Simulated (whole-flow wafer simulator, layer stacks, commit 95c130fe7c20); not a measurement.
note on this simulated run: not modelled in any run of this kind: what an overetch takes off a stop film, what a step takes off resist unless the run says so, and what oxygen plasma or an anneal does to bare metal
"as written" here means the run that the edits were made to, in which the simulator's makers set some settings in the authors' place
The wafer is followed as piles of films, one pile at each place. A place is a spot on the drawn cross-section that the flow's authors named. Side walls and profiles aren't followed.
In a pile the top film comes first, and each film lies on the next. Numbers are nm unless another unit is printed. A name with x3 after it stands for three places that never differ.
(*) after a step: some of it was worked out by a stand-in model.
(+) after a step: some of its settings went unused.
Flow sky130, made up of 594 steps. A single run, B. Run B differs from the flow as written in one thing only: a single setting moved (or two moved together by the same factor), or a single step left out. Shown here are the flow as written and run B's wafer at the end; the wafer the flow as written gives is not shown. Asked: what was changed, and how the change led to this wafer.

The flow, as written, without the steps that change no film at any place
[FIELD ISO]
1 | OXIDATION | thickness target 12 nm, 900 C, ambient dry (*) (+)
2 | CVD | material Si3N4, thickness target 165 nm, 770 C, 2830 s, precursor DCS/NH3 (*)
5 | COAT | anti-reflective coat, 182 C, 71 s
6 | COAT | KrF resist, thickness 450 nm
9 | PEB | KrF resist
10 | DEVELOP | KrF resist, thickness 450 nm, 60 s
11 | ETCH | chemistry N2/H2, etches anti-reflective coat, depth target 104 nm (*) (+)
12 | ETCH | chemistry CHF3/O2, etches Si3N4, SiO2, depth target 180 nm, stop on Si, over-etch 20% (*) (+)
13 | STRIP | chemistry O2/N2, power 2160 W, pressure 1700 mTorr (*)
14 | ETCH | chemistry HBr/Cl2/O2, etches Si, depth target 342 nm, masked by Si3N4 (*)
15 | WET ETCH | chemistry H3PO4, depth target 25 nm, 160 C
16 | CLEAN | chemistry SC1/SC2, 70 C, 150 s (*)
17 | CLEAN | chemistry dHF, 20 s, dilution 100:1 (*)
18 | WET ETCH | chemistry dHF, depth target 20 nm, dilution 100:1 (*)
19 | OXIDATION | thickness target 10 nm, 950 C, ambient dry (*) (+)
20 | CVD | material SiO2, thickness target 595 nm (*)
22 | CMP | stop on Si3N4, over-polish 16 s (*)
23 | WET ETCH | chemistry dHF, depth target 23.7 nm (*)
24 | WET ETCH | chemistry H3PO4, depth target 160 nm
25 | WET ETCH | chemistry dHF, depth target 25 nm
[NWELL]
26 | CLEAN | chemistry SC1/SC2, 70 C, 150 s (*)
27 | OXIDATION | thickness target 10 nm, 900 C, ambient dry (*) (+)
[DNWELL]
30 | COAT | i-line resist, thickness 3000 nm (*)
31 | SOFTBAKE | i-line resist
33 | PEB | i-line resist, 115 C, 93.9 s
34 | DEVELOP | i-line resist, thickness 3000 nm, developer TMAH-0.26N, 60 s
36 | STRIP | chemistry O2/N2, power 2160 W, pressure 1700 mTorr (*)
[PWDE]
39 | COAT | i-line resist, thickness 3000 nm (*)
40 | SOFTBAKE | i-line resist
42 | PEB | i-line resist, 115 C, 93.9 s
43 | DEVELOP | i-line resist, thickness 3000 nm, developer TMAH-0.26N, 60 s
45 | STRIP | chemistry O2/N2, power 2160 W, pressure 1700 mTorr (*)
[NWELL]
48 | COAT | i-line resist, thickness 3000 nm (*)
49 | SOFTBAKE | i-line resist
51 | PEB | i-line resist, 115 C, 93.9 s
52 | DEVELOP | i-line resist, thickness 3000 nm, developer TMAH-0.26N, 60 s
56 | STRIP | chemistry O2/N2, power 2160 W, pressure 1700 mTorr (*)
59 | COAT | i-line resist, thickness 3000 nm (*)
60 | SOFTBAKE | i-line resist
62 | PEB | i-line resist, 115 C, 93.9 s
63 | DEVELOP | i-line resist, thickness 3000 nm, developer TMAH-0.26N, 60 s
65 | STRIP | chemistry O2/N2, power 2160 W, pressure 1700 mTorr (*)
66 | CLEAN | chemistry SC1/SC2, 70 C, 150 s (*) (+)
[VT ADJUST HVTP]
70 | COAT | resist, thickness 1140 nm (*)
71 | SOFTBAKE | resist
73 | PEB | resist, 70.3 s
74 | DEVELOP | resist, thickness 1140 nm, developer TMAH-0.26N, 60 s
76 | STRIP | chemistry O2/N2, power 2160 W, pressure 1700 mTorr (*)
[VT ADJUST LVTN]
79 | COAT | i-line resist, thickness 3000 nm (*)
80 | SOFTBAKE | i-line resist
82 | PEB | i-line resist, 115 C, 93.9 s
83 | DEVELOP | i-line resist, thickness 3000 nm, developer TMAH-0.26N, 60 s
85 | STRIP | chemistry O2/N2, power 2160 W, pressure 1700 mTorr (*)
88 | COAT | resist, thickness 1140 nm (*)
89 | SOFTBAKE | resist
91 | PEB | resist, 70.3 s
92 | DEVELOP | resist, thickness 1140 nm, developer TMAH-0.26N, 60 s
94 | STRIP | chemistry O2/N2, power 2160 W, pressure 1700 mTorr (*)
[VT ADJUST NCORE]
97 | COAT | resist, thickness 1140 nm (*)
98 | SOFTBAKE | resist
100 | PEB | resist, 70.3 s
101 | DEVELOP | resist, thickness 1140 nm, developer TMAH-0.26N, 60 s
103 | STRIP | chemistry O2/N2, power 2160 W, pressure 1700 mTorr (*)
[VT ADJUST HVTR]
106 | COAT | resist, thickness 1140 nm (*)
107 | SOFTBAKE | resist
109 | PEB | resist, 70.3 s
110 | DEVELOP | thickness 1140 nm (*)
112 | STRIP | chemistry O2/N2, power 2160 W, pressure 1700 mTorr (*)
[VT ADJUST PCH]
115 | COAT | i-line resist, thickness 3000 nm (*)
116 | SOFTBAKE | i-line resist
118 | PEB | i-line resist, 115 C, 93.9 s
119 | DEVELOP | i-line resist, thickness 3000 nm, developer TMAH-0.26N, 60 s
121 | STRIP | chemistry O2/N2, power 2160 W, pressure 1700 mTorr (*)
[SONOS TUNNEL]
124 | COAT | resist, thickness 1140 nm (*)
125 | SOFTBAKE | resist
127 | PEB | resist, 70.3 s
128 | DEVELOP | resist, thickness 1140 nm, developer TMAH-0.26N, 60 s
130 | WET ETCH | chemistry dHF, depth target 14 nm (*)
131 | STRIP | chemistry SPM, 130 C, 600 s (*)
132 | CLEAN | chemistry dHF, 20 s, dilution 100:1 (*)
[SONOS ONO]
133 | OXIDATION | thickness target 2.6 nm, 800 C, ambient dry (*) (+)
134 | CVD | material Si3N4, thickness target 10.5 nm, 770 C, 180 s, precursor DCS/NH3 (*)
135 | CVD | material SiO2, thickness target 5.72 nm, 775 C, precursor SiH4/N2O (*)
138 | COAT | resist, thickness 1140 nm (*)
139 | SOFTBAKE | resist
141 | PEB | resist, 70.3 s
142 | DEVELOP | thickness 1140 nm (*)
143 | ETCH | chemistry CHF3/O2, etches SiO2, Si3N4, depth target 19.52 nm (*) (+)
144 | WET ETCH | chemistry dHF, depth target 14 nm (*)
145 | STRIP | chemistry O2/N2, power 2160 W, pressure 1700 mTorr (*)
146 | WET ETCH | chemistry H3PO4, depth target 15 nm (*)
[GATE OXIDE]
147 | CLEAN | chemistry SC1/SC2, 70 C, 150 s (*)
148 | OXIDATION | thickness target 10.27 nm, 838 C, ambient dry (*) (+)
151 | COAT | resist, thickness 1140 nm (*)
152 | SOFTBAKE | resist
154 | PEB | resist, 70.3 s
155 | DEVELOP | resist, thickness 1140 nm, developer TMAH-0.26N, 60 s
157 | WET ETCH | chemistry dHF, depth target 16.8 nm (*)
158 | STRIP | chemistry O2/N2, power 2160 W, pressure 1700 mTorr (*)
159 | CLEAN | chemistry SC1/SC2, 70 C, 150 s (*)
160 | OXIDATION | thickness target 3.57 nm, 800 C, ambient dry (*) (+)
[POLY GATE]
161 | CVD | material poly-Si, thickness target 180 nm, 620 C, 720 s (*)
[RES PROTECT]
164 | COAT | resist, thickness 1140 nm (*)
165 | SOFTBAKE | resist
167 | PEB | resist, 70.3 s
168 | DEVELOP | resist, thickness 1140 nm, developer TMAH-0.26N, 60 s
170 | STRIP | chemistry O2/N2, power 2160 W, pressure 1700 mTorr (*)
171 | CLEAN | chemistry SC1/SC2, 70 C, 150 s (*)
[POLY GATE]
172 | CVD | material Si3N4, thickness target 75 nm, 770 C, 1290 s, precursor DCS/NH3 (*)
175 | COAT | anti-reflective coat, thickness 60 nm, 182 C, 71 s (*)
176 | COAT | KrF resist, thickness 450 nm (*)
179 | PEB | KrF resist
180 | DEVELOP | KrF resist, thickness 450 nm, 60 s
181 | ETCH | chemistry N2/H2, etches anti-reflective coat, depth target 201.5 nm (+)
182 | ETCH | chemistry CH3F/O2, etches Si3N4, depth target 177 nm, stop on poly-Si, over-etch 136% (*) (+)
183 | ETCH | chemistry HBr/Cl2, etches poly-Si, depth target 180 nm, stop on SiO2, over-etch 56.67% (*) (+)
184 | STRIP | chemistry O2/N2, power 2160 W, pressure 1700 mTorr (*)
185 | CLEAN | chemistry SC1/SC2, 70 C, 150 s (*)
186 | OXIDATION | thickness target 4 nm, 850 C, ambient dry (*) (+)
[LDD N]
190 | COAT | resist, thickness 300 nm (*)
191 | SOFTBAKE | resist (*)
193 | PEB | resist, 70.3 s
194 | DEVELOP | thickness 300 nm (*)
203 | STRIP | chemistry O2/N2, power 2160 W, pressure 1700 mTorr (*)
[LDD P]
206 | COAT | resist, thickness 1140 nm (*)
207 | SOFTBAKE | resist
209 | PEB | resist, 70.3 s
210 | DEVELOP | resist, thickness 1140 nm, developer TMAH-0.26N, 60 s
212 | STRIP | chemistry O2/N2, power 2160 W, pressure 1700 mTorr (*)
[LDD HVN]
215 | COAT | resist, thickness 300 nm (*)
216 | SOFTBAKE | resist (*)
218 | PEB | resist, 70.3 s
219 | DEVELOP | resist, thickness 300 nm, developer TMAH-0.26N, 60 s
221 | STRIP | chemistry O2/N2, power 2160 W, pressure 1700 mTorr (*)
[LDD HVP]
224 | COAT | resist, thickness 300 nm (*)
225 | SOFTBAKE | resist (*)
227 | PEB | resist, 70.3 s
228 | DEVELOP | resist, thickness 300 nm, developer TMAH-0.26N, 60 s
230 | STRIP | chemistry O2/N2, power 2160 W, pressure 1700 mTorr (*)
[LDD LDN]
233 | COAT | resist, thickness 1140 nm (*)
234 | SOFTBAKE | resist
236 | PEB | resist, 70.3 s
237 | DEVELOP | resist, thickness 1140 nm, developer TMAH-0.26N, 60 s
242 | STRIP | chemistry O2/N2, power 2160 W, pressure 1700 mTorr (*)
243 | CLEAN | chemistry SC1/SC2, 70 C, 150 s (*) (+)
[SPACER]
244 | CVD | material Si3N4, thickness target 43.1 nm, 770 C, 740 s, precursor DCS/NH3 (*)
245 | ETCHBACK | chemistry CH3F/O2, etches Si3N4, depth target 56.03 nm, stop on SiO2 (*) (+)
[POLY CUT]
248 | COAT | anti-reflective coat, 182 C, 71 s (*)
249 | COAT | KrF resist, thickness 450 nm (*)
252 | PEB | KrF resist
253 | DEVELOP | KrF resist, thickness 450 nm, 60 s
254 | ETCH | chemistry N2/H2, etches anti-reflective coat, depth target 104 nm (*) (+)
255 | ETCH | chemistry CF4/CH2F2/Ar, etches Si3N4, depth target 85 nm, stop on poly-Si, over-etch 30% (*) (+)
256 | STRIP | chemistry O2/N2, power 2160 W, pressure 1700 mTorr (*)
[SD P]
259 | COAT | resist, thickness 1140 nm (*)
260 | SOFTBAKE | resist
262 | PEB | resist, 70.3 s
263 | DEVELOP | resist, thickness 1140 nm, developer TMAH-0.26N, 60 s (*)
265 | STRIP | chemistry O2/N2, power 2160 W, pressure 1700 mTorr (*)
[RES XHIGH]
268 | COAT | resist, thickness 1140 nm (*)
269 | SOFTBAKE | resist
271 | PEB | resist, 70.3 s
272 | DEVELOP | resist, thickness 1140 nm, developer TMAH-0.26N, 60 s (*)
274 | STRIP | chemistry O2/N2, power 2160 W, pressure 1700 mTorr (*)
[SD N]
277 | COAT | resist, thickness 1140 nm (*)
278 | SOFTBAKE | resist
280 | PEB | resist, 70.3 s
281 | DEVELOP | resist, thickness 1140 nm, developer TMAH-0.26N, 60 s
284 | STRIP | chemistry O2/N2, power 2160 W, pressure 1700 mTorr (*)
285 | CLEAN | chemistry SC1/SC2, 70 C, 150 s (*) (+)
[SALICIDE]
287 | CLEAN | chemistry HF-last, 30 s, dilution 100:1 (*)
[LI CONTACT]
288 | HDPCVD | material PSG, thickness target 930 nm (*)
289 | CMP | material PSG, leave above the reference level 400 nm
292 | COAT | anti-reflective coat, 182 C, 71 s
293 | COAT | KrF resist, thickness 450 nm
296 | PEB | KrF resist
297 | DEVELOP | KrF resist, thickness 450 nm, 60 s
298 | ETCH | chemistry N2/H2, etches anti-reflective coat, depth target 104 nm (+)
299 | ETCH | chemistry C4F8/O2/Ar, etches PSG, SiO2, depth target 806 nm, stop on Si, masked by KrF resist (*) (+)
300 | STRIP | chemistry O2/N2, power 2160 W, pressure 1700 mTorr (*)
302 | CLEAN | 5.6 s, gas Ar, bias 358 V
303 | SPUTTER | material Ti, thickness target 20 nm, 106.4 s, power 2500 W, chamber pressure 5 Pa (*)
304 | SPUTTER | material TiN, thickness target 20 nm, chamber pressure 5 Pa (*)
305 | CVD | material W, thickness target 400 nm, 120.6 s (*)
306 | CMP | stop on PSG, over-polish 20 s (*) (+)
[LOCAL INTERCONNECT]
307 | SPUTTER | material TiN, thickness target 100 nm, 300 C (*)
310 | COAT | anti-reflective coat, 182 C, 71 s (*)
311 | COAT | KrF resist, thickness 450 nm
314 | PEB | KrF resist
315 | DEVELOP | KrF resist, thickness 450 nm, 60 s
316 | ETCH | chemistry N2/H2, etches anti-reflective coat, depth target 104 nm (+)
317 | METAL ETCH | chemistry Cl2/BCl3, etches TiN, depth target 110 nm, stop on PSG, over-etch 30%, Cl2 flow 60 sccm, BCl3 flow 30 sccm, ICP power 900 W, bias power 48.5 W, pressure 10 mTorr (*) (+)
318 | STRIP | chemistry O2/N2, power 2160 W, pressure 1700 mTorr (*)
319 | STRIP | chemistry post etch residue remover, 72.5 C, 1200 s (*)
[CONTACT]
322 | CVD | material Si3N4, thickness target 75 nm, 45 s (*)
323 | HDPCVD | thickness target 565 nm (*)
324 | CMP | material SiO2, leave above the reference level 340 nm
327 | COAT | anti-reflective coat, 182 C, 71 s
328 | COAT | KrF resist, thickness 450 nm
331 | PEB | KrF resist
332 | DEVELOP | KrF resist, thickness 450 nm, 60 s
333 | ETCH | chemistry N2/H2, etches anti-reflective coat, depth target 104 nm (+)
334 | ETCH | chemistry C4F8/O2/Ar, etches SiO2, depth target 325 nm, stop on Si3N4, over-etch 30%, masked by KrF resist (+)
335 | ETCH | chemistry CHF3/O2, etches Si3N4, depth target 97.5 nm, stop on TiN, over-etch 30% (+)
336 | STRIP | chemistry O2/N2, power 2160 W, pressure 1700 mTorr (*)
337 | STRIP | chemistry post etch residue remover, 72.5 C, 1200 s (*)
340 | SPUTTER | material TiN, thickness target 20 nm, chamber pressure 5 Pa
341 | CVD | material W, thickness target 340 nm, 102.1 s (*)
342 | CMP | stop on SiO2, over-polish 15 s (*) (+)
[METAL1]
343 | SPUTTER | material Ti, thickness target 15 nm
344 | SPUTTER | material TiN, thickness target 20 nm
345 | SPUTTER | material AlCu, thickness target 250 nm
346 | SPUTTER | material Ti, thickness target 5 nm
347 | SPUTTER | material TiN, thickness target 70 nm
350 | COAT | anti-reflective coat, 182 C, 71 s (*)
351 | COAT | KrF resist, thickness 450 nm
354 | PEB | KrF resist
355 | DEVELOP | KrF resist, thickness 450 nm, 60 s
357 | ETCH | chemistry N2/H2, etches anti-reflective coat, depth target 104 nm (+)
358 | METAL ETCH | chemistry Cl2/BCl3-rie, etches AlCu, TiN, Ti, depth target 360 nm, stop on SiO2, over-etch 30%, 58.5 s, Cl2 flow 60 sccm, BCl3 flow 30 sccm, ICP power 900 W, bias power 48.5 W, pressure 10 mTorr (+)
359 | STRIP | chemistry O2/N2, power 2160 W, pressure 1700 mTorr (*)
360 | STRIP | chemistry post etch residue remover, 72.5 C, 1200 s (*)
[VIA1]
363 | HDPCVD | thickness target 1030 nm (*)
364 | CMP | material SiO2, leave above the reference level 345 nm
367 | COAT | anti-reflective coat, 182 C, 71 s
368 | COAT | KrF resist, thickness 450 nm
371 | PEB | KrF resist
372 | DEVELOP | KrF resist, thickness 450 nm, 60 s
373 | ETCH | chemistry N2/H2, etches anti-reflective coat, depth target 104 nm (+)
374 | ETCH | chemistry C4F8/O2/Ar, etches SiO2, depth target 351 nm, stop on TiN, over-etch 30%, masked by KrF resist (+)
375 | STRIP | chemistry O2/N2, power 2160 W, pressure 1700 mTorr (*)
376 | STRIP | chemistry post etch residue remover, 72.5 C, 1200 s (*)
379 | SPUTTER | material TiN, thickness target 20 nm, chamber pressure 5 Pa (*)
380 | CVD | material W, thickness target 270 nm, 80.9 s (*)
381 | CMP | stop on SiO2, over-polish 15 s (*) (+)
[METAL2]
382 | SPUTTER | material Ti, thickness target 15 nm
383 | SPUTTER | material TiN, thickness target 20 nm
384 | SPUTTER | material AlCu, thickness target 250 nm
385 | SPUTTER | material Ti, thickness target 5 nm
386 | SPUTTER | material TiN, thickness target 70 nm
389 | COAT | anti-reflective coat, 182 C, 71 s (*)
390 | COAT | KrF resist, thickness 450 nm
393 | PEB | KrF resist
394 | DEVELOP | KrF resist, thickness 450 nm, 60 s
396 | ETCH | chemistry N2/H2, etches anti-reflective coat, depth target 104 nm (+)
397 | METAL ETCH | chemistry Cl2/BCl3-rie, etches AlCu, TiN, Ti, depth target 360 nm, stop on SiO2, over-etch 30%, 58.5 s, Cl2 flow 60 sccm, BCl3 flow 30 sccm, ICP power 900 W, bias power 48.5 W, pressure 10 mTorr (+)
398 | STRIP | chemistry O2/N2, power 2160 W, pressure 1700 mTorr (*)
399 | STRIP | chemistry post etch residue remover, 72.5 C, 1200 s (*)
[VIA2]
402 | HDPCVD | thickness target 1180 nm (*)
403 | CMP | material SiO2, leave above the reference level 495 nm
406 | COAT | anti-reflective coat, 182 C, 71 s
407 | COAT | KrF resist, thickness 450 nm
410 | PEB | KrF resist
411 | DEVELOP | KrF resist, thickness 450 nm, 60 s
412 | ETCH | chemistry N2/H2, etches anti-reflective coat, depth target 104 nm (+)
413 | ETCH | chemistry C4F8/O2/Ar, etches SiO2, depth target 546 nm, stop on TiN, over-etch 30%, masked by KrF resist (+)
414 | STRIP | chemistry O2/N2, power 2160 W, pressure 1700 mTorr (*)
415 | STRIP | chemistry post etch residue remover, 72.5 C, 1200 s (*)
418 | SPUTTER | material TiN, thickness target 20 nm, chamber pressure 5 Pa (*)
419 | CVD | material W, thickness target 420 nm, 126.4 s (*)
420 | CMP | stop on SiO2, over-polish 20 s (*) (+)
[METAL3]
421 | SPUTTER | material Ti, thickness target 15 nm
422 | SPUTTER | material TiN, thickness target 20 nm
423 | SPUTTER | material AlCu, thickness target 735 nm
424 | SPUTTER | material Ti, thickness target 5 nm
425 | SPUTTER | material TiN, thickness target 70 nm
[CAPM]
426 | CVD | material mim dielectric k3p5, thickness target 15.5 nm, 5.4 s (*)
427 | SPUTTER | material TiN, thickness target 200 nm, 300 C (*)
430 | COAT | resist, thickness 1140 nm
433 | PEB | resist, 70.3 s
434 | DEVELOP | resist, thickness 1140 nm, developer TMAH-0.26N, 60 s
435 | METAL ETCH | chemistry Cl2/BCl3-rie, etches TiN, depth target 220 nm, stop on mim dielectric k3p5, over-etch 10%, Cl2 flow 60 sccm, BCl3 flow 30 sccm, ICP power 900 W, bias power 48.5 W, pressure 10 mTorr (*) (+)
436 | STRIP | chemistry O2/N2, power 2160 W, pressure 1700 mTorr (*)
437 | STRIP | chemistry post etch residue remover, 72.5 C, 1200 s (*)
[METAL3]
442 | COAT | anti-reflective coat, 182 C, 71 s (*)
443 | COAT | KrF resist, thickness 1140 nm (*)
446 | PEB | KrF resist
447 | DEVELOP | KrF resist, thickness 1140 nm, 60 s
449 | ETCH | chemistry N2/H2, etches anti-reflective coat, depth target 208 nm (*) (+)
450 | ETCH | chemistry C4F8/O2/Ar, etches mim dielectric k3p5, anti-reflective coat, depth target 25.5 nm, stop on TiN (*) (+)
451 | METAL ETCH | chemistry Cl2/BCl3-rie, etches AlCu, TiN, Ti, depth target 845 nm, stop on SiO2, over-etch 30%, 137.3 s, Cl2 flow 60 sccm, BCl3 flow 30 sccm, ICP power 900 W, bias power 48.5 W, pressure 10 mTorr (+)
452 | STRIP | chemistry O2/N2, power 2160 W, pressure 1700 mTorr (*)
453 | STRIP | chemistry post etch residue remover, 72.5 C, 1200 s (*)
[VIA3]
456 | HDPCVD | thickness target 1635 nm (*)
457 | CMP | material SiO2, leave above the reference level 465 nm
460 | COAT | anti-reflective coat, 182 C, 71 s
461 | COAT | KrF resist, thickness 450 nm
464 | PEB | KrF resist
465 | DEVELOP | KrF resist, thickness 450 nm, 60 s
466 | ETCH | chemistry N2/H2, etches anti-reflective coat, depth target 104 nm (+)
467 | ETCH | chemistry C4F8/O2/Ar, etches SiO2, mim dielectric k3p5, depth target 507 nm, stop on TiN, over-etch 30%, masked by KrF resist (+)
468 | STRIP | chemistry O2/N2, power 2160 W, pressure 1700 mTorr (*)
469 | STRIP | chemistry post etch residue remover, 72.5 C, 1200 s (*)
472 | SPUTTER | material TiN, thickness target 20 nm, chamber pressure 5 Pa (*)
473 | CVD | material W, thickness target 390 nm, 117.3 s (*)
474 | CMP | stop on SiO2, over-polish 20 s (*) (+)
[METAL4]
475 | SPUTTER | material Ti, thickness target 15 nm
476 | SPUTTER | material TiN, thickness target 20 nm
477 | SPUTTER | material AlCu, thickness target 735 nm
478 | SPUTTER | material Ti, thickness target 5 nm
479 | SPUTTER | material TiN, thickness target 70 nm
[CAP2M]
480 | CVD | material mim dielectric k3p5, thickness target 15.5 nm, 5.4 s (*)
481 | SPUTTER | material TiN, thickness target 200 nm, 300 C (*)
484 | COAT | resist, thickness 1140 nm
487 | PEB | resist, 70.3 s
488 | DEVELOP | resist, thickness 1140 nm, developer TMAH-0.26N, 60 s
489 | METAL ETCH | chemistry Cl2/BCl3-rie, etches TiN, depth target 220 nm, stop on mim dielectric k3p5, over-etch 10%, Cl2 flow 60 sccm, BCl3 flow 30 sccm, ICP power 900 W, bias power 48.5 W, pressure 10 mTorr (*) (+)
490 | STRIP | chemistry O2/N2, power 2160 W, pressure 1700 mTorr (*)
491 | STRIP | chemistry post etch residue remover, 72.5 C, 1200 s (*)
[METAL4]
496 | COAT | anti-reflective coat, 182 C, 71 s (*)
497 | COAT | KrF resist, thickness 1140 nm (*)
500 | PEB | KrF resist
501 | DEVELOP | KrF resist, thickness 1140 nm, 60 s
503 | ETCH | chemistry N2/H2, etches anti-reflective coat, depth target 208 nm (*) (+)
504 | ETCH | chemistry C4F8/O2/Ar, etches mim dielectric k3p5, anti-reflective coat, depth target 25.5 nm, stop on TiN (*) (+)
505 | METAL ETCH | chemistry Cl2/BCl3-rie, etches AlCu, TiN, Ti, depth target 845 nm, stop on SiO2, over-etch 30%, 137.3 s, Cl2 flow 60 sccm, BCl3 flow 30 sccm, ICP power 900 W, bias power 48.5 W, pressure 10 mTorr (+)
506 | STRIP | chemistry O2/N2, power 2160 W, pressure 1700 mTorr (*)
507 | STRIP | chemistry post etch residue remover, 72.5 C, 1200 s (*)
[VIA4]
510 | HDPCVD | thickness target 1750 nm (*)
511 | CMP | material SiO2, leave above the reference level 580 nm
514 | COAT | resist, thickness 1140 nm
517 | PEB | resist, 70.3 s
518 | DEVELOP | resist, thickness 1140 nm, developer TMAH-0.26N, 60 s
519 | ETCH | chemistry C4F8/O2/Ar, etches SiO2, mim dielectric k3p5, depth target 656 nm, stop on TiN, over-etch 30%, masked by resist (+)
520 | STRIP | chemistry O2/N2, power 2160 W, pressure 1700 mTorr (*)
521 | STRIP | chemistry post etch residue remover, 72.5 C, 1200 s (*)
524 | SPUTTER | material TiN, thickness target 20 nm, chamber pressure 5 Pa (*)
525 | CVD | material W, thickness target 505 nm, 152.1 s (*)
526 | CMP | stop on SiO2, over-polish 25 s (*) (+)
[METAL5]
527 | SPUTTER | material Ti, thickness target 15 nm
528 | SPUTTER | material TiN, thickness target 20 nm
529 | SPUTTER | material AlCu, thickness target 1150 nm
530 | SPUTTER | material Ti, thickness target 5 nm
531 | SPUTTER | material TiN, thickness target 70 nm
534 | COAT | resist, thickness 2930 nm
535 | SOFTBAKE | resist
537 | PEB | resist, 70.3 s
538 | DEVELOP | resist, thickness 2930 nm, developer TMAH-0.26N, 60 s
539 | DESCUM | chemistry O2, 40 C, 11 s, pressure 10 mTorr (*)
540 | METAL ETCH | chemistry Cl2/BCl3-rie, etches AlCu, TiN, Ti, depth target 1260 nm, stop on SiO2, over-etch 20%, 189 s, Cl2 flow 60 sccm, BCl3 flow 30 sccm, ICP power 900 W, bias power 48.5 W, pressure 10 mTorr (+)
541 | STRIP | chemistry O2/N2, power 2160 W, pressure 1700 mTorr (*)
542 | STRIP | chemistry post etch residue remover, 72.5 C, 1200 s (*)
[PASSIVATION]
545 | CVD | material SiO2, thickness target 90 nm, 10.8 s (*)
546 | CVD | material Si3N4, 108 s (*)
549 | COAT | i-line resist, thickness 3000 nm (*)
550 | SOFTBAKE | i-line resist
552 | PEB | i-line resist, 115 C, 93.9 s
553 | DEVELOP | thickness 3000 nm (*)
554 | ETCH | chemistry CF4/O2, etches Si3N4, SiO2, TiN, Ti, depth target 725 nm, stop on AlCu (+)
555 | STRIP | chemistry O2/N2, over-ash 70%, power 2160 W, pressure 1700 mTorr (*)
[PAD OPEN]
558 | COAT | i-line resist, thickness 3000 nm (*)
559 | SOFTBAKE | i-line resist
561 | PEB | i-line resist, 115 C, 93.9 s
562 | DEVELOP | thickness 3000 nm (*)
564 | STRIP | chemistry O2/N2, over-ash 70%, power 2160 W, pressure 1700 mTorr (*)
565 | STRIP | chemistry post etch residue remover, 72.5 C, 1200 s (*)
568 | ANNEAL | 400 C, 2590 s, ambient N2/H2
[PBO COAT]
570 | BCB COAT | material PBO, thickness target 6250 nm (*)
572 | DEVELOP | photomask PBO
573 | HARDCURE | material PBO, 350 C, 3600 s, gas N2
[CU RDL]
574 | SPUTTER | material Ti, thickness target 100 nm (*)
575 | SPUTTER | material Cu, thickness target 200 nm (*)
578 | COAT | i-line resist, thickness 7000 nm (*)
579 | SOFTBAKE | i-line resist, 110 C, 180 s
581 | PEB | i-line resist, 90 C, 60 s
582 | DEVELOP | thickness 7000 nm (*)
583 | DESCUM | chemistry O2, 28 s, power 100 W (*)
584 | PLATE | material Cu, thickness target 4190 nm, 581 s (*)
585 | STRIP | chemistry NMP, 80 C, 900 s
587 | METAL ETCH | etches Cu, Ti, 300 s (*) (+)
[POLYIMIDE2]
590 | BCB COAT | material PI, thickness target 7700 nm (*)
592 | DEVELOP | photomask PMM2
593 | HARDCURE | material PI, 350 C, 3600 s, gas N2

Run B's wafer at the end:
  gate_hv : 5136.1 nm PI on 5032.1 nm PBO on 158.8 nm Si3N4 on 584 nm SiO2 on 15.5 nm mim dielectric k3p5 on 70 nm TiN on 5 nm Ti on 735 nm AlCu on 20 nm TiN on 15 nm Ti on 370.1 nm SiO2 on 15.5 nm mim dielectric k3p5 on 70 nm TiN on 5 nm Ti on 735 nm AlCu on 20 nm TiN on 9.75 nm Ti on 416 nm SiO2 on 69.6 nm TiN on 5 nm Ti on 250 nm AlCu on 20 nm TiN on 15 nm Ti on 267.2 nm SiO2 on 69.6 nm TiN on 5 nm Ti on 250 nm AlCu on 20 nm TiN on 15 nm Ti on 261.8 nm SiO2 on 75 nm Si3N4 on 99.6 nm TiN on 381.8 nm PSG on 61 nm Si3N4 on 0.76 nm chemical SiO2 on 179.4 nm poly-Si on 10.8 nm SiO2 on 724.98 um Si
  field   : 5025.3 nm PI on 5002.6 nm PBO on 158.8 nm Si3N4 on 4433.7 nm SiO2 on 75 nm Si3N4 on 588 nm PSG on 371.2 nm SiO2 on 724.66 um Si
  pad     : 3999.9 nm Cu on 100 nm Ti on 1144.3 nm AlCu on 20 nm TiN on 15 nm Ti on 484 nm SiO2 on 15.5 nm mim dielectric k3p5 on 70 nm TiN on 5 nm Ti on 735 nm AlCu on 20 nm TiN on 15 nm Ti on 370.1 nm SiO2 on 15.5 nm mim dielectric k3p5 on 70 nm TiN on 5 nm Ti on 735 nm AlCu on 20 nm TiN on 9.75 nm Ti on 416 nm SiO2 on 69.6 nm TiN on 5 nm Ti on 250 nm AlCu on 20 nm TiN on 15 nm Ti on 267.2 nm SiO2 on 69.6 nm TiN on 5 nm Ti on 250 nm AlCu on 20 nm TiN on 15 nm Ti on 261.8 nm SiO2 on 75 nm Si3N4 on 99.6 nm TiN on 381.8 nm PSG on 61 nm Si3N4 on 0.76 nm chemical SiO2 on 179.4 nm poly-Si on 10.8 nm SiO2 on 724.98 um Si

What caused this: step 421, SPUTTER: thickness target 9.75 nm was run, while the flow as written has thickness target 15 nm.
The wafer lets one read it off: gate_hv has Ti 9.75, and step 421 as written asks for 15 nm.

Step by step, how the change led to this:
  421 | SPUTTER | material Ti, thickness target 15 nm
      field, active, n_well and 188 more: Ti gains 9.75 (new film) (in the flow as written it would be: Ti gains 15 (new film))
  451 | METAL ETCH | chemistry Cl2/BCl3-rie, etches AlCu, TiN, Ti, depth target 845 nm, stop on SiO2, over-etch 30%, 137.3 s, Cl2 flow 60 sccm, BCl3 flow 30 sccm, ICP power 900 W, bias power 48.5 W, pressure 10 mTorr (+)
      field, gate, spacer and 68 more: TiN loses 70 (all of it), Ti loses 5 (all of it), AlCu loses 735 (all of it), TiN loses 20 (all of it), Ti loses 9.75 (all of it), SiO2 loses 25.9 (in the flow as written it would be: TiN loses 70 (all of it), Ti loses 5 (all of it), AlCu loses 735 (all of it), TiN loses 20 (all of it), Ti loses 15 (all of it), SiO2 loses 25.4)
      active, vpp_ln, vpp_iso2 and 11 more: TiN loses 70 (all of it), Ti loses 5 (all of it), AlCu loses 735 (all of it), TiN loses 20 (all of it), Ti loses 9.75 (all of it), SiO2 loses 25.9 (in the flow as written it would be: TiN loses 70 (all of it), Ti loses 5 (all of it), AlCu loses 735 (all of it), TiN loses 20 (all of it), Ti loses 15 (all of it), SiO2 loses 25.3)
